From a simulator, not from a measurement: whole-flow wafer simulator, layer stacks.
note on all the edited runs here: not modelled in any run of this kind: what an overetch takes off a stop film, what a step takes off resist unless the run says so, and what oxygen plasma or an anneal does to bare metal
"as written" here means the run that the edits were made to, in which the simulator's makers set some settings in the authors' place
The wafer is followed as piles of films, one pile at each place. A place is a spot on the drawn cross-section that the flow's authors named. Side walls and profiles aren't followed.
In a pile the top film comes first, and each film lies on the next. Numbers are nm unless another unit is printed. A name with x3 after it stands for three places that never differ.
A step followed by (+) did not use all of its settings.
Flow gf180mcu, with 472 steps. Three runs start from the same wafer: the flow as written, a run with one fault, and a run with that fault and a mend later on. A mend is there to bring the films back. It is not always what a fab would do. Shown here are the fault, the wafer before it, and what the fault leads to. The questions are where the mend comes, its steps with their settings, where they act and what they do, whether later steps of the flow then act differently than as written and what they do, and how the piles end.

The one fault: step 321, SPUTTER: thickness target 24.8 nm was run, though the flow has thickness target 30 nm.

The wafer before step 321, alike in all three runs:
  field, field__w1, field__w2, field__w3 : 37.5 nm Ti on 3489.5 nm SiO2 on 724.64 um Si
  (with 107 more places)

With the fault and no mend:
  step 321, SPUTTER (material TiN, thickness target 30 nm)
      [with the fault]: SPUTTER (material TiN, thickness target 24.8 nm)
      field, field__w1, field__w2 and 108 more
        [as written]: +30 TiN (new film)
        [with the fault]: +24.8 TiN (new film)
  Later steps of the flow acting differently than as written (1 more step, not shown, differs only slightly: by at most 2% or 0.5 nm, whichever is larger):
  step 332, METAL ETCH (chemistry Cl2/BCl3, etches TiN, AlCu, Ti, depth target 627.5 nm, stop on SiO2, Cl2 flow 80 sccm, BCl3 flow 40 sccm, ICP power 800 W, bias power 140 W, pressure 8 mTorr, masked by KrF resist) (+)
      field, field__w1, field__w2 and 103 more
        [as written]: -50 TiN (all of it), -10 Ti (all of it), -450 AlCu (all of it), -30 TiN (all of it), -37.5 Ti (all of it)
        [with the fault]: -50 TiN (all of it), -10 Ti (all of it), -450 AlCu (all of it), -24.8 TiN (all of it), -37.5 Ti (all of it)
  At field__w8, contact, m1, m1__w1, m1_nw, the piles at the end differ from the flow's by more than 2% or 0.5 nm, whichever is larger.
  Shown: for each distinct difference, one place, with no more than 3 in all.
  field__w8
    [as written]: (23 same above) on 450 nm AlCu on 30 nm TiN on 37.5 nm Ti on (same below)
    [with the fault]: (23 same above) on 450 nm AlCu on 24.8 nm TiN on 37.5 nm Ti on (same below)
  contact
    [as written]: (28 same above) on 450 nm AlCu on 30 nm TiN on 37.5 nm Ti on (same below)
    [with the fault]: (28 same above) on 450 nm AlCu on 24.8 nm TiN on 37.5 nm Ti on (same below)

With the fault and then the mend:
  The mend follows step 321.
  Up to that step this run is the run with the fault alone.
  step 321a, SPUTTER (material TiN, thickness target 5.2 nm) (the flow's step 321 again, with other settings)
      field, field__w1, field__w2 and 108 more
        +5.2 TiN
  None of the later steps of the flow acts differently than as written at any place that is followed.
  The piles end the same as the flow's at every place that both follow.
